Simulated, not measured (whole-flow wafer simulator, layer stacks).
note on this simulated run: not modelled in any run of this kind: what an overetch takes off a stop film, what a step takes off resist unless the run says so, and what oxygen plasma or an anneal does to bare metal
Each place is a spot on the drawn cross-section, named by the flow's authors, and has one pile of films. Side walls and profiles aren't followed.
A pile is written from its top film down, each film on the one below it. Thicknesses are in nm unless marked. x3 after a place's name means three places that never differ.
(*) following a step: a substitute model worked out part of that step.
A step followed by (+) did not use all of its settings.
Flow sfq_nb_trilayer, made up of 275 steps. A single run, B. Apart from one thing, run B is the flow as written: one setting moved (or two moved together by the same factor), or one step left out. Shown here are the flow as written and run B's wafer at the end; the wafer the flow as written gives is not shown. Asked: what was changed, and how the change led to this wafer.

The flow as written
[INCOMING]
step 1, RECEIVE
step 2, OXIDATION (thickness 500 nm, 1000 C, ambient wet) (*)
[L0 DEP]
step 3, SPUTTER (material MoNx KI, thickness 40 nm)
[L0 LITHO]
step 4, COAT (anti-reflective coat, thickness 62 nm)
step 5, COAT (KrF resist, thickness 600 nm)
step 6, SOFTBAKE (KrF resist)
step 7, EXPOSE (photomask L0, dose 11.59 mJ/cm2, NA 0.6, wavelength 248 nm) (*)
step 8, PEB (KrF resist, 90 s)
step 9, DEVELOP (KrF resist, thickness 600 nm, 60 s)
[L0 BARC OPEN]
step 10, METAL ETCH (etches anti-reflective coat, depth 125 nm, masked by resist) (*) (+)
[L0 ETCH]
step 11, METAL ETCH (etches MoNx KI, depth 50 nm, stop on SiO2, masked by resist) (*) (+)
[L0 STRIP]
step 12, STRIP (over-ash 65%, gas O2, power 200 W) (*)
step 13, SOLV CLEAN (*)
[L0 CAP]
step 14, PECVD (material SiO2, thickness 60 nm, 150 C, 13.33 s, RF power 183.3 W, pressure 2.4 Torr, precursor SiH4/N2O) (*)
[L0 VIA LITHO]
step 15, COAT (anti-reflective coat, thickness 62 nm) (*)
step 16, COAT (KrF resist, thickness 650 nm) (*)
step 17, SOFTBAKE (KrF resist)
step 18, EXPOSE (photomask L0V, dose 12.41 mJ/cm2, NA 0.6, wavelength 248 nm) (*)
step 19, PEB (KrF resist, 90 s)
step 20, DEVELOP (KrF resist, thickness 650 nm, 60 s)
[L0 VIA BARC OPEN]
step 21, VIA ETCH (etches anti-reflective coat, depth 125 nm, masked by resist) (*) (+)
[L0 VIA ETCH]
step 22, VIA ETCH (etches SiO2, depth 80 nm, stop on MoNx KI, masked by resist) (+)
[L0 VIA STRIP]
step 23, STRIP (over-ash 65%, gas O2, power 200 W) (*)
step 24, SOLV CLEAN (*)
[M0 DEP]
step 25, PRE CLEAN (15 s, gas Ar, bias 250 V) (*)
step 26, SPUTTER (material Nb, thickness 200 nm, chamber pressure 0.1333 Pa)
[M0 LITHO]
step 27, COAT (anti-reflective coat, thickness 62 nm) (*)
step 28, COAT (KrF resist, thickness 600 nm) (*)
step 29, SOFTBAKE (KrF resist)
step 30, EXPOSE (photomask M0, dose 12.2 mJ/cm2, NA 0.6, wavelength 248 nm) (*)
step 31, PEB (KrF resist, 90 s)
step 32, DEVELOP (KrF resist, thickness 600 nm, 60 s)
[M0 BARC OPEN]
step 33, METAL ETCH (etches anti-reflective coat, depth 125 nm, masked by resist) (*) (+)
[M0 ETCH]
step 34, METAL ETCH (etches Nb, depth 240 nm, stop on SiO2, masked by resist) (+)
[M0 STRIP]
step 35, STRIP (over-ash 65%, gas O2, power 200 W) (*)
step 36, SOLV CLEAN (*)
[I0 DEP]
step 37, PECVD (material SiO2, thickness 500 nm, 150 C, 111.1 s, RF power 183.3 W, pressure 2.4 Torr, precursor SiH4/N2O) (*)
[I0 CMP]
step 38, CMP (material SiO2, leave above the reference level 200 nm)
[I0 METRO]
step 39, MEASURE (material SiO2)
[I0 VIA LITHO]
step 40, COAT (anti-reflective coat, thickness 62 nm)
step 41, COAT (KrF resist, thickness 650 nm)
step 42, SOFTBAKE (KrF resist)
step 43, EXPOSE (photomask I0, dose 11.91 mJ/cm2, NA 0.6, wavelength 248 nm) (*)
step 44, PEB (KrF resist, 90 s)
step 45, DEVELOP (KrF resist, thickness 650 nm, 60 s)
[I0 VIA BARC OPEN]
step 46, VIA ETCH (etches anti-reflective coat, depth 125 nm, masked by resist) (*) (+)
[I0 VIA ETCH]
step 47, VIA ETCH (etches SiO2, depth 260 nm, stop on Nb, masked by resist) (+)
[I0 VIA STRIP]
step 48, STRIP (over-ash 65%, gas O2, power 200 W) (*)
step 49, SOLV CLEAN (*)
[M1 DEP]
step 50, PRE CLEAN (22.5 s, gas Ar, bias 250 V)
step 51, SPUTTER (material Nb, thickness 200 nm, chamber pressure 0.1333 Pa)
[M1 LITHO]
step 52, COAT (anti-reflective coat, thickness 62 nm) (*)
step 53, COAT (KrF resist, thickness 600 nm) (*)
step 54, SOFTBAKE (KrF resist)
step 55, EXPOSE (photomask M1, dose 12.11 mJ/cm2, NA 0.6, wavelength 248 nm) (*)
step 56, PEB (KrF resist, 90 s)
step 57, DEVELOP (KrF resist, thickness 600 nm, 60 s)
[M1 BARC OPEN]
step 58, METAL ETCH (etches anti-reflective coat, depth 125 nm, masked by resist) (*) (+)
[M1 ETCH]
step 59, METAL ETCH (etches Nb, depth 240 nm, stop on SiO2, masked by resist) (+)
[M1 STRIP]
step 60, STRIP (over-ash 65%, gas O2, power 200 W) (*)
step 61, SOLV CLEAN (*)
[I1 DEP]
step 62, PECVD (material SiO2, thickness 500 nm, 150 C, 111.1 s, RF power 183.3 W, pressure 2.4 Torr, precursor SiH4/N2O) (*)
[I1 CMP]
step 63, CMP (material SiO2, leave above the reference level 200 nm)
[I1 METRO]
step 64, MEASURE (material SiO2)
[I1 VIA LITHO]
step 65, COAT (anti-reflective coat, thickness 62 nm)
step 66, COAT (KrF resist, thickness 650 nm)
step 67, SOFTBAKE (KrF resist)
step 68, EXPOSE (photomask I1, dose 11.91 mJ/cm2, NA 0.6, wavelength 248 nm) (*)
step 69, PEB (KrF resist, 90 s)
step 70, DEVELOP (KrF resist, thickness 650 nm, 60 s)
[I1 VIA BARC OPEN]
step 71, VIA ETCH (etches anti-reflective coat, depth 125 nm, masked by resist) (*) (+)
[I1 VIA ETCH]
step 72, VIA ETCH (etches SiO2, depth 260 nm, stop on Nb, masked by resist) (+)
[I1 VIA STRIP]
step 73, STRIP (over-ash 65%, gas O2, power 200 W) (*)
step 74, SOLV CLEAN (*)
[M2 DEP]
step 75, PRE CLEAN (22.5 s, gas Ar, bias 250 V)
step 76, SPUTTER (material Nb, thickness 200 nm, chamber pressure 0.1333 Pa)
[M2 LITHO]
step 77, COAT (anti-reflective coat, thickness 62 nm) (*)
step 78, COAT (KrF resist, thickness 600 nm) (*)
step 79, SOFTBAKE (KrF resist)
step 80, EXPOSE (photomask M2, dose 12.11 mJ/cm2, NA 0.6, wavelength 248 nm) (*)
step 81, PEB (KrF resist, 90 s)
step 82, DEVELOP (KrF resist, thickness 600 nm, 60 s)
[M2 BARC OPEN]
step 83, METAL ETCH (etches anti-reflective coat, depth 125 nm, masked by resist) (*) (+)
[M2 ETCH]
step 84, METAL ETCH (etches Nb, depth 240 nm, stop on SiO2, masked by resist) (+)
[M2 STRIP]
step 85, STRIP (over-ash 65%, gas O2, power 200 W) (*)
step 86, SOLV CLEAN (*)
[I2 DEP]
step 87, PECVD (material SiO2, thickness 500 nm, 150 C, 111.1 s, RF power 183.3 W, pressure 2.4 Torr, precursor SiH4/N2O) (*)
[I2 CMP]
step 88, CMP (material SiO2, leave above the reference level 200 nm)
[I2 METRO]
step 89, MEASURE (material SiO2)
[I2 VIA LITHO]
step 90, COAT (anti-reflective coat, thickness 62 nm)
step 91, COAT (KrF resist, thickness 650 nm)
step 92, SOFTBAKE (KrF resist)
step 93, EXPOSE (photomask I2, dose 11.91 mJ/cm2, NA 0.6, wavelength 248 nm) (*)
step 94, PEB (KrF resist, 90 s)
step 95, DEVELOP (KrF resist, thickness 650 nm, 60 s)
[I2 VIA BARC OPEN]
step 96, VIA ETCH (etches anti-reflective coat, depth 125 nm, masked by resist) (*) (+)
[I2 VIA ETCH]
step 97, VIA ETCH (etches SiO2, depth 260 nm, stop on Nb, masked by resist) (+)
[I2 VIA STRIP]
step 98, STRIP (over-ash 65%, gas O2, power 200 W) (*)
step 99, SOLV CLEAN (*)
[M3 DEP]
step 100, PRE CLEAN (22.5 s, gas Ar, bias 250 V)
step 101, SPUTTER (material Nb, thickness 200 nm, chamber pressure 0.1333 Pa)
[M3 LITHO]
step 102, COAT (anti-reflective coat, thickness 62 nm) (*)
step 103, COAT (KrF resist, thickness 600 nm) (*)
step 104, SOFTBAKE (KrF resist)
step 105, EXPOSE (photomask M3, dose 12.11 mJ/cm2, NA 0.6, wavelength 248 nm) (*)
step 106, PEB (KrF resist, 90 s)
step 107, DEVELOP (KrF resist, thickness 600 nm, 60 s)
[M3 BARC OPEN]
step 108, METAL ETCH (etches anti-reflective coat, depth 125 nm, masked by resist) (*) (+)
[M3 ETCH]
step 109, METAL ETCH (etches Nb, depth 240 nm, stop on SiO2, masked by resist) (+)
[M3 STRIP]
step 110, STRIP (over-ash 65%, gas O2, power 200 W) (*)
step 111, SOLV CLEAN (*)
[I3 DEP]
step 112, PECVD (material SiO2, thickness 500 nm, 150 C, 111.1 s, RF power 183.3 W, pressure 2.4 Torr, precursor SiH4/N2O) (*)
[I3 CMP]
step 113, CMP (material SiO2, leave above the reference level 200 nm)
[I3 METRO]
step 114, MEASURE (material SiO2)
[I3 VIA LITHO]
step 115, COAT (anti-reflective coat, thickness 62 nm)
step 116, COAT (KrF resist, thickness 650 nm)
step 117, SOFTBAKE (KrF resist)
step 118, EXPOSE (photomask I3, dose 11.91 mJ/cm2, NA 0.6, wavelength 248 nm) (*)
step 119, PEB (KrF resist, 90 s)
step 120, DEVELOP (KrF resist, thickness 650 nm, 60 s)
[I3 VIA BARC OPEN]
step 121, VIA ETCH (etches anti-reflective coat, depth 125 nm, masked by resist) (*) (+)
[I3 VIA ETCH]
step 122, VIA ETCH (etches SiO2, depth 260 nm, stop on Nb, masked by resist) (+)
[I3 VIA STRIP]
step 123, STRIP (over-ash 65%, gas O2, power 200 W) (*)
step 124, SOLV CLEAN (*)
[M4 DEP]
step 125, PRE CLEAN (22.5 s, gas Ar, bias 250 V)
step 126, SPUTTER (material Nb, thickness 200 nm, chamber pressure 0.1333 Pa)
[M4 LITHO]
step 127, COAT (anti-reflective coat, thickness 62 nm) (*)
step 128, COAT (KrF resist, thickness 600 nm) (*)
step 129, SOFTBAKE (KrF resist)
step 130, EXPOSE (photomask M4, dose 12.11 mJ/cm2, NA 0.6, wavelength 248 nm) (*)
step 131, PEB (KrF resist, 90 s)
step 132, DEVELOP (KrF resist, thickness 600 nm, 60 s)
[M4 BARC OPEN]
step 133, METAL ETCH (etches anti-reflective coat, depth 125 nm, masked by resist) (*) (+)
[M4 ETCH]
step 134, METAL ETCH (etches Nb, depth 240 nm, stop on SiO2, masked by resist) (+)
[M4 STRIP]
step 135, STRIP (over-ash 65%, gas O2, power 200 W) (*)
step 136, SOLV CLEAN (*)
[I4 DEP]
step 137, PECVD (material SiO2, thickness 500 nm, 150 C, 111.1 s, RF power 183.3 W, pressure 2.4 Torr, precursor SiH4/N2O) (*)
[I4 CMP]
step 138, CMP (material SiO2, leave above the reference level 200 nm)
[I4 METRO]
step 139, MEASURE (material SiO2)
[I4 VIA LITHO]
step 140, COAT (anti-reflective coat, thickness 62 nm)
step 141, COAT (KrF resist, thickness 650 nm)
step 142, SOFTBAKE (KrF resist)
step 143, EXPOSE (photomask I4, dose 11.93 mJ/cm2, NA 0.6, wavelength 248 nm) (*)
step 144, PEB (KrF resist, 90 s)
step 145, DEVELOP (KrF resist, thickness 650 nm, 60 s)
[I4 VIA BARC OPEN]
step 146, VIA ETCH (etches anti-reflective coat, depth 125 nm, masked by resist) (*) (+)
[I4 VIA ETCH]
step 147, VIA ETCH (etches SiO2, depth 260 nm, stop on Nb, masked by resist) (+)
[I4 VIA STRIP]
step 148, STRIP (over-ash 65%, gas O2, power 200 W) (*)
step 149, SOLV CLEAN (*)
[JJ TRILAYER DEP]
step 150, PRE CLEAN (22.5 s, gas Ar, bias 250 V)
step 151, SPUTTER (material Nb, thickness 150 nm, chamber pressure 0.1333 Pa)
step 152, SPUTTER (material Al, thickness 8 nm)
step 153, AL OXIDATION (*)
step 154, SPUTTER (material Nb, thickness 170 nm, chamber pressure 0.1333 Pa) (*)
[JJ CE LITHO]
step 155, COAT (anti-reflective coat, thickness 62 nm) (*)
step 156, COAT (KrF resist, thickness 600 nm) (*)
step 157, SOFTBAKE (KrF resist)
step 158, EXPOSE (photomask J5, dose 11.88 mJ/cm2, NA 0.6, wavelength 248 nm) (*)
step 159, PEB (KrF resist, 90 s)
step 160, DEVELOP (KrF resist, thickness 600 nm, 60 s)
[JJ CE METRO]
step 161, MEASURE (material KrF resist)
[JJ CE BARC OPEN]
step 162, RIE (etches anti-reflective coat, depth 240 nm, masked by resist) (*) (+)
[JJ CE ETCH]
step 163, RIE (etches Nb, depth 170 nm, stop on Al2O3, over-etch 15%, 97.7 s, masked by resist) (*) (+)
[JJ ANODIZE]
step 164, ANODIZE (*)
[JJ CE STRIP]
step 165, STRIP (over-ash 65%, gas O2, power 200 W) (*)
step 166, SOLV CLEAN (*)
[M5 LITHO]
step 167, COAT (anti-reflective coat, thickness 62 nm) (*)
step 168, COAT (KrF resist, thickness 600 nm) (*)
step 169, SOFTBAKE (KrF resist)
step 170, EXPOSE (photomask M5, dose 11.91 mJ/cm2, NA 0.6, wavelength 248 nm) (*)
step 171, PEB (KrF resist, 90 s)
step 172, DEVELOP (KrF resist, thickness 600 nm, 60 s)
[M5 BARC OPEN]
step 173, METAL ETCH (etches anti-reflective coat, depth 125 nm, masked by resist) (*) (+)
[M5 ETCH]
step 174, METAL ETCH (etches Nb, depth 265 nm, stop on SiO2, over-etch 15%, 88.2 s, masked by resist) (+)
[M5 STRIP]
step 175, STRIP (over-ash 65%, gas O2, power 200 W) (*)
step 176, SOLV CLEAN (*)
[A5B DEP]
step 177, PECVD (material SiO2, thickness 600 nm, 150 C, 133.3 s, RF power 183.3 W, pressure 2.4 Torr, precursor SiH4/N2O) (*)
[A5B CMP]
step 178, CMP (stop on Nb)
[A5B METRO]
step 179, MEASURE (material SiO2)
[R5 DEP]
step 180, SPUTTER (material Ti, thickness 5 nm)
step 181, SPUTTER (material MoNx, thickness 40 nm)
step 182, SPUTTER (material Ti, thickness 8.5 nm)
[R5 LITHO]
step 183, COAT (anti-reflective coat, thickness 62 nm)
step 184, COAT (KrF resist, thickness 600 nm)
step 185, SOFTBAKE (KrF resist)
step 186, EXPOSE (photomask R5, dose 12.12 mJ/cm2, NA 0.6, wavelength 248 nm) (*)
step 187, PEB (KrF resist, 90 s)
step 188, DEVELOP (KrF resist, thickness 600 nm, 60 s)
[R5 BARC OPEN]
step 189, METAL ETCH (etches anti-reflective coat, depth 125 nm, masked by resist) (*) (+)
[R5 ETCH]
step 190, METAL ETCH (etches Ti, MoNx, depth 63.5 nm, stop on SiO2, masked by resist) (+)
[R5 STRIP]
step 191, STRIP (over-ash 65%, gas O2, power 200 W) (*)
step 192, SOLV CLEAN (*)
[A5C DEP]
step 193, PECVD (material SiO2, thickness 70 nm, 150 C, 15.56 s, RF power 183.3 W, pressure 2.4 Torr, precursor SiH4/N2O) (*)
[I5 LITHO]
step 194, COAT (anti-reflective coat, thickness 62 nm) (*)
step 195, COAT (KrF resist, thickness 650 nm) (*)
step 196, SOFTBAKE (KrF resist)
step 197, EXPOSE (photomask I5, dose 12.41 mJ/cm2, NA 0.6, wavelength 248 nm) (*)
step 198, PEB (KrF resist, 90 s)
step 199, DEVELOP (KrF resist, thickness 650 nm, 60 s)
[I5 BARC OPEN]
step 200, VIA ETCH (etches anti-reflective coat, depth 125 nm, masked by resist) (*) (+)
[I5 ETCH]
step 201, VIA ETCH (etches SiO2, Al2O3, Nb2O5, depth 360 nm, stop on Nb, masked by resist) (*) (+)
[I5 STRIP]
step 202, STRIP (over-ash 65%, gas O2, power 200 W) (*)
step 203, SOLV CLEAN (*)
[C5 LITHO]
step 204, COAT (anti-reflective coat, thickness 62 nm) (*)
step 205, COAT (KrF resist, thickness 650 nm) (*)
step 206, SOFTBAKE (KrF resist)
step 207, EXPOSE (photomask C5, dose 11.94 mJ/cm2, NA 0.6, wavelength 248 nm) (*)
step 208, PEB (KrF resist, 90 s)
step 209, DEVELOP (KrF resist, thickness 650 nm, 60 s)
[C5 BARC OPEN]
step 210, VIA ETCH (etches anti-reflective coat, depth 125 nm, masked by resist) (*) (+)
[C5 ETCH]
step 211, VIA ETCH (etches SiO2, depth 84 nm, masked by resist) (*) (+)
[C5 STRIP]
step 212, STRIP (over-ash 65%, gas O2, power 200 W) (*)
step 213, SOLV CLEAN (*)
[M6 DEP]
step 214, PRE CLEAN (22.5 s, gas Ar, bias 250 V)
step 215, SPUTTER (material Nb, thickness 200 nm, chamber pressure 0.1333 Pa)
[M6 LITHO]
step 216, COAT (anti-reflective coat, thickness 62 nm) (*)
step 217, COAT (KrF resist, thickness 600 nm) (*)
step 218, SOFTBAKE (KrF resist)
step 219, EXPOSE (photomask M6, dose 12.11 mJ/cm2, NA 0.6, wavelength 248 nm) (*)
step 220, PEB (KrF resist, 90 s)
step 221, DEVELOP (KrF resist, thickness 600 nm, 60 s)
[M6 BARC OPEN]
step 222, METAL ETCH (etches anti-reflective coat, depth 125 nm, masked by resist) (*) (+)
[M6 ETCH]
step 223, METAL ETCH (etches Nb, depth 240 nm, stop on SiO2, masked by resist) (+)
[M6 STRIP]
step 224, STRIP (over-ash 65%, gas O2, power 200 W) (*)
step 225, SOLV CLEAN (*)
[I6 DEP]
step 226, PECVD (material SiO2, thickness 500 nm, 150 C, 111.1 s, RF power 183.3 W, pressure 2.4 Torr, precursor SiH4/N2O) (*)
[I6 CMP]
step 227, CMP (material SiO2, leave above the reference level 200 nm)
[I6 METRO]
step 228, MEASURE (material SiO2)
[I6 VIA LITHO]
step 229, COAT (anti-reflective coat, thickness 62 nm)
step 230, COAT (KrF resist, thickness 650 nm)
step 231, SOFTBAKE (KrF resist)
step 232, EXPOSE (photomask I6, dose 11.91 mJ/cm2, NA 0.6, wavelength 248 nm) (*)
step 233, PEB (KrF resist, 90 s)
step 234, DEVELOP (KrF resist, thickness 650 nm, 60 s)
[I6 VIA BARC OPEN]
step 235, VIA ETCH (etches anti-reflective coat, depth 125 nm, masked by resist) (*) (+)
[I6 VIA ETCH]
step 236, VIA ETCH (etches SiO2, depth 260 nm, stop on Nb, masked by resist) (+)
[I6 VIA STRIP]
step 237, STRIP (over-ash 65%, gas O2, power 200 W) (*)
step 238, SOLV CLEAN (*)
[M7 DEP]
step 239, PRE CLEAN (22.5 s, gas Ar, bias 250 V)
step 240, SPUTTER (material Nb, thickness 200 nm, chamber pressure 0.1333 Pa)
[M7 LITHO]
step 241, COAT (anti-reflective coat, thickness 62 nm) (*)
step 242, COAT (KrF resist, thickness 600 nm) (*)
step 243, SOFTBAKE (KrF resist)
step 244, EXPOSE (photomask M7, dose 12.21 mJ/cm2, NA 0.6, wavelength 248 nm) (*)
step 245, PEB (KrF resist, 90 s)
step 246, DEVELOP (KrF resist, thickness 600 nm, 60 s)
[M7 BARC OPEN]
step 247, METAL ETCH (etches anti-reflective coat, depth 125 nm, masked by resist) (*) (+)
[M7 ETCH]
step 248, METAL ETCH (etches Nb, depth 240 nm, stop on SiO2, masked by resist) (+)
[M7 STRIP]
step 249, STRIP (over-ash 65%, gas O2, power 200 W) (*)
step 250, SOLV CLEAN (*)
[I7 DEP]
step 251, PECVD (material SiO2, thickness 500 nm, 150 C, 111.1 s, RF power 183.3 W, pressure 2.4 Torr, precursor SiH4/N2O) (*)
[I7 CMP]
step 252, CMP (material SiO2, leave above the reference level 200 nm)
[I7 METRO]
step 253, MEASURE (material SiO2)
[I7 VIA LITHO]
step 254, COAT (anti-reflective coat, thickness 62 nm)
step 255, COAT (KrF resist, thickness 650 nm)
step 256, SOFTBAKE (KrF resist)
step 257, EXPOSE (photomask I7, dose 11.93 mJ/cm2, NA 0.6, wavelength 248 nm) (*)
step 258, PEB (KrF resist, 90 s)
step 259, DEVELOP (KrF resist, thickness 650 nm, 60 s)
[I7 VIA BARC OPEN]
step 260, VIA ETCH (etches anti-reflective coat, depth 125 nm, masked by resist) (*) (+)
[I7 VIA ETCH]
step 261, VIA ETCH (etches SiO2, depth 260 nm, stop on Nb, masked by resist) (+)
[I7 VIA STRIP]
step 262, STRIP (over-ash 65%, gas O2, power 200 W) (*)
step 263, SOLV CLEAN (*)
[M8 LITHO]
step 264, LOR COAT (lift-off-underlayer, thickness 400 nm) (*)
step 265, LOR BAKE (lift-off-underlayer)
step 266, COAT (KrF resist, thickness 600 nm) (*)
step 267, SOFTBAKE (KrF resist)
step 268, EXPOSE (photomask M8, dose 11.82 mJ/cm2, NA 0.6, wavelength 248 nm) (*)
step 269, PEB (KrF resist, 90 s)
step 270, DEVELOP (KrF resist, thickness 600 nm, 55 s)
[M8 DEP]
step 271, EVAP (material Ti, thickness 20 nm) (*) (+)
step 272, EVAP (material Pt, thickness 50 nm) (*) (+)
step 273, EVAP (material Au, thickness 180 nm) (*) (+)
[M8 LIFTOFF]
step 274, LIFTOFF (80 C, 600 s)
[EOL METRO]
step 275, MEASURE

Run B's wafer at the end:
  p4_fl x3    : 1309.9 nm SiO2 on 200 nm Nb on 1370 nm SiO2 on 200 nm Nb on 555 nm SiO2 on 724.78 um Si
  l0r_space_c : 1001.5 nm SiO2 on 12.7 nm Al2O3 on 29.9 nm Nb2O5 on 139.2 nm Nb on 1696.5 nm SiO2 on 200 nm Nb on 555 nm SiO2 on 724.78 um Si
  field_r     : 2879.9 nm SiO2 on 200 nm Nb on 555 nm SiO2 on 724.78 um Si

What caused this: step 138, CMP: leave above the reference level 134 nm was run, while the flow as written has leave above the reference level 200 nm.

How this came from the change, step by step:
  step 138, CMP (material SiO2, leave above the reference level 200 nm)
      field_l, be, be_sur and 55 more: -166 SiO2 (it would be, as written: -100 SiO2)
      v_sur, via_wl, via_w and 35 more: -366 SiO2 (it would be, as written: -300 SiO2)
      (as well as at 10 more places)
  step 147, VIA ETCH (etches SiO2, depth 260 nm, stop on Nb, masked by resist) (+)
      field_l, v_sur, via_sp and 100 more: -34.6 KrF resist (it would be, as written: -44.8 KrF resist)
      via_wl, via_w, via_wr: -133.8 SiO2 (all of it) (it would be, as written: -199.8 SiO2 (all of it))
  step 151, SPUTTER (material Nb, thickness 150 nm, chamber pressure 0.1333 Pa)
      via_wl, via_w, via_wr: +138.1 Nb (it would be, as written: +130.4 Nb)
  step 152, SPUTTER (material Al, thickness 8 nm)
      via_wl, via_wr: +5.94 Al (new film) (it would be, as written: +5.14 Al (new film))
      via_w: +7.76 Al (new film) (it would be, as written: +7.12 Al (new film))
  step 154, SPUTTER (material Nb, thickness 170 nm, chamber pressure 0.1333 Pa) (*)
      via_wl, via_wr: +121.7 Nb (new film) (it would be, as written: +140.7 Nb (new film))
      via_w: +165 Nb (new film) (it would be, as written: +141 Nb (new film))
  step 155, COAT (anti-reflective coat, thickness 62 nm) (*)
      via_wl, via_wr: +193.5 anti-reflective coat (new film) (it would be, as written: +209.4 anti-reflective coat (new film))
      v_sur: +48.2 anti-reflective coat (new film) (it would be, as written: +45.1 anti-reflective coat (new film))
      (as well as at 2 more places)
  step 156, COAT (KrF resist, thickness 600 nm) (*)
      via_wl: +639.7 KrF resist (new film) (it would be, as written: +663 KrF resist (new film))
      via_w: +690.5 KrF resist (new film) (it would be, as written: +763.8 KrF resist (new film))
      (as well as at 1 more place)
  step 160, DEVELOP (KrF resist, thickness 600 nm, 60 s)
      via_wl: -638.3 KrF resist (all of it) (it would be, as written: -661.6 KrF resist (all of it))
      via_w: -689 KrF resist (all of it) (it would be, as written: -762.1 KrF resist (all of it))
      (as well as at 1 more place)
  step 162, RIE (etches anti-reflective coat, depth 240 nm, masked by resist) (*) (+)
      ce_l, c5j, ce_r, wl_jj: -193.5 KrF resist (it would be, as written: -209.4 KrF resist)
      via_wl, via_wr: -193.5 anti-reflective coat (all of it) (it would be, as written: -209.4 anti-reflective coat (all of it))
      (as well as at 3 more places)
  step 163, RIE (etches Nb, depth 170 nm, stop on Al2O3, over-etch 15%, 97.7 s, masked by resist) (*) (+)
      via_w: -165 Nb (all of it), -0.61 Al2O3 (it would be, as written: -141 Nb (all of it), -0.96 Al2O3 (all of it))
      via_wl, via_wr: -121.7 Nb (all of it), -0.96 Al2O3 (all of it) (it would be, as written: -140.7 Nb (all of it), -0.96 Al2O3 (all of it))
  step 164, ANODIZE (*)
      via_w: +11.8 Al2O3, +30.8 Nb2O5 (new film), -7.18 Al (all of it), -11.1 Nb (it would be, as written: +10.8 Al2O3 (new film), +33.3 Nb2O5 (new film), -6.54 Al (all of it), -12 Nb)
      via_wl, via_wr: +8.85 Al2O3 (new film), +36.8 Nb2O5 (new film), -5.36 Al (all of it), -13.2 Nb (it would be, as written: +7.52 Al2O3 (new film), +39.2 Nb2O5 (new film), -4.56 Al (all of it), -14.1 Nb)
  step 165, STRIP (over-ash 65%, gas O2, power 200 W) (*)
      c5j, ce_r: -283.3 KrF resist (all of it), -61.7 anti-reflective coat (all of it) (it would be, as written: -266.9 KrF resist (all of it), -61.5 anti-reflective coat (all of it))
      ce_l: -283.2 KrF resist (all of it), -61.7 anti-reflective coat (all of it) (it would be, as written: -266.8 KrF resist (all of it), -61.4 anti-reflective coat (all of it))
      (as well as at 1 more place)
  step 167, COAT (anti-reflective coat, thickness 62 nm) (*)
      via_wl: +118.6 anti-reflective coat (new film) (it would be, as written: +170.5 anti-reflective coat (new film))
      via_w: +74.8 anti-reflective coat (new film) (it would be, as written: +84.1 anti-reflective coat (new film))
      (as well as at 2 more places)
  step 168, COAT (KrF resist, thickness 600 nm) (*)
      via_w: +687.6 KrF resist (new film) (it would be, as written: +732.6 KrF resist (new film))
  step 175, STRIP (over-ash 65%, gas O2, power 200 W) (*)
      v_sur: -360.3 KrF resist (all of it), -44.8 anti-reflective coat (all of it) (it would be, as written: -349.2 KrF resist (all of it), -44.9 anti-reflective coat (all of it))
      via_wl: -421.1 KrF resist (all of it), -118.6 anti-reflective coat (all of it) (it would be, as written: -427 KrF resist (all of it), -170.5 anti-reflective coat (all of it))
      (as well as at 3 more places)
  step 178, CMP (stop on Nb)
      via_wl, via_wr: -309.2 SiO2 (it would be, as written: -235.7 SiO2)
      via_w: -308.7 SiO2 (it would be, as written: -235.2 SiO2)
